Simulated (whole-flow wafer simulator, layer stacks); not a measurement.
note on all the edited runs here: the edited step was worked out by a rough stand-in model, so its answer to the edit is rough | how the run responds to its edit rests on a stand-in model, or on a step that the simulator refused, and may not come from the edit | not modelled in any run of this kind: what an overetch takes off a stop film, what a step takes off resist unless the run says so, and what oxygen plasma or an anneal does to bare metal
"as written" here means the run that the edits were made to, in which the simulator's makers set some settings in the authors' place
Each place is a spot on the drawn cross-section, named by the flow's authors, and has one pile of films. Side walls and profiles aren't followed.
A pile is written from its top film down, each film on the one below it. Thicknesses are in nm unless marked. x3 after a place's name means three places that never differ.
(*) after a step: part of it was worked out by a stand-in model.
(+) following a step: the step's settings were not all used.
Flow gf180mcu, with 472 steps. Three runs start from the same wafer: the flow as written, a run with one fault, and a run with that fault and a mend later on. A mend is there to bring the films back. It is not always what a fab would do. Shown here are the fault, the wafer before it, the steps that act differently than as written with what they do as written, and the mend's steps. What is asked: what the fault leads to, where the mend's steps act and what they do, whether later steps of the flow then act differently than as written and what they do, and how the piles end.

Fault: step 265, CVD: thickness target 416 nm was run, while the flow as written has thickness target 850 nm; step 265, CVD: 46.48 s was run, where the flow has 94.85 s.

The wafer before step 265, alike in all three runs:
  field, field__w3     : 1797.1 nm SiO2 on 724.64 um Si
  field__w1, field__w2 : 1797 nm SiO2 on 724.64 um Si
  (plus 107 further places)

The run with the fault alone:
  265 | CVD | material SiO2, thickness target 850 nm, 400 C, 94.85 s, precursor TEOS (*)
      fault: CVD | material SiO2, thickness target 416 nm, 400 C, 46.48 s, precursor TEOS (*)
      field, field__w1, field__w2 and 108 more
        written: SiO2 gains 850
        fault: SiO2 gains 425.7
  Steps later in the flow that act otherwise than as written (not shown: 2 more steps that differ only slightly, by at most 2% or 0.5 nm, whichever is larger):
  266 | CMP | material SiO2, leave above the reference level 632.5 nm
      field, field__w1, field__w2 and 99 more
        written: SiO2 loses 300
        fault: nothing
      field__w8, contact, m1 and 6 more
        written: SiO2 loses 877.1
        fault: SiO2 loses 452.8
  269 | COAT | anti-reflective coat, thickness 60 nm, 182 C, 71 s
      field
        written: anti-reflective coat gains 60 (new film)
        fault: anti-reflective coat gains 109.8 (new film)
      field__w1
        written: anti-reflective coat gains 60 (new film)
        fault: anti-reflective coat gains 86.7 (new film)
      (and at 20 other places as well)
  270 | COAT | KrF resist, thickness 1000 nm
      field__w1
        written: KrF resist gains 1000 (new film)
        fault: KrF resist gains 977.1 (new film)
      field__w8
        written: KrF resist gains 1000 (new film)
        fault: KrF resist gains 977.8 (new film)
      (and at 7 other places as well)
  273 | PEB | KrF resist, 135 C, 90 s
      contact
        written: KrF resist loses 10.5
        fault: KrF resist loses 9.59
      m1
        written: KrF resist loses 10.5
        fault: KrF resist loses 9.38
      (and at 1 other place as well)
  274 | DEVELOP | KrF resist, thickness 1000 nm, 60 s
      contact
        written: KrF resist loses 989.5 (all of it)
        fault: KrF resist loses 929.6 (all of it)
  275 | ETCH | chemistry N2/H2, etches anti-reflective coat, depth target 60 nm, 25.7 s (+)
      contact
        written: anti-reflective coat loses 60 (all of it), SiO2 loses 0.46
        fault: anti-reflective coat loses 22.9 (all of it), SiO2 loses 1.41
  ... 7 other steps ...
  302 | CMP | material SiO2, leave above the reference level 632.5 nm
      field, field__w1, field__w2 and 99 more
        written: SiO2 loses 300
        fault: SiO2 loses 287.7
  At field, field__w1, field__w2 and 105 more, the piles at the end differ from the flow's by more than 2% or 0.5 nm, whichever is larger.
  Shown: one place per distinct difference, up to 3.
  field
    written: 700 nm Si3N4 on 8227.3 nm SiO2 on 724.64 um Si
    fault: 700 nm Si3N4 on 5896.3 nm SiO2 on 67 nm W on 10 nm TiN on 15 nm Ti on 2222.8 nm SiO2 on 724.64 um Si
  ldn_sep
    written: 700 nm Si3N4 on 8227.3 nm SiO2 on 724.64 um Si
    fault: 700 nm Si3N4 on 5896.3 nm SiO2 on 67 nm W on 10 nm TiN on 15 nm Ti on 2222.7 nm SiO2 on 724.64 um Si
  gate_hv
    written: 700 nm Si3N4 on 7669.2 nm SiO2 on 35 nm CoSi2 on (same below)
    fault: 700 nm Si3N4 on 5896.3 nm SiO2 on 67 nm W on 10 nm TiN on 15 nm Ti on 1664.6 nm SiO2 on 35 nm CoSi2 on (same below)

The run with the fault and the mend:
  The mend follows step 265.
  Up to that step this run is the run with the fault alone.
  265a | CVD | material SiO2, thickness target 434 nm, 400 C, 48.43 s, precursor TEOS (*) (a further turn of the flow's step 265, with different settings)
      field, field__w1, field__w2 and 108 more
        SiO2 gains 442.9
  Steps later in the flow that act otherwise than as written:
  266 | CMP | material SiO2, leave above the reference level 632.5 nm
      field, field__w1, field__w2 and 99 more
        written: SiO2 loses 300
        mend: SiO2 loses 318.6
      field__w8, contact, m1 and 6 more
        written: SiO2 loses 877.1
        mend: SiO2 loses 895.7
  By the end, the piles equal the flow's at every place that both follow.
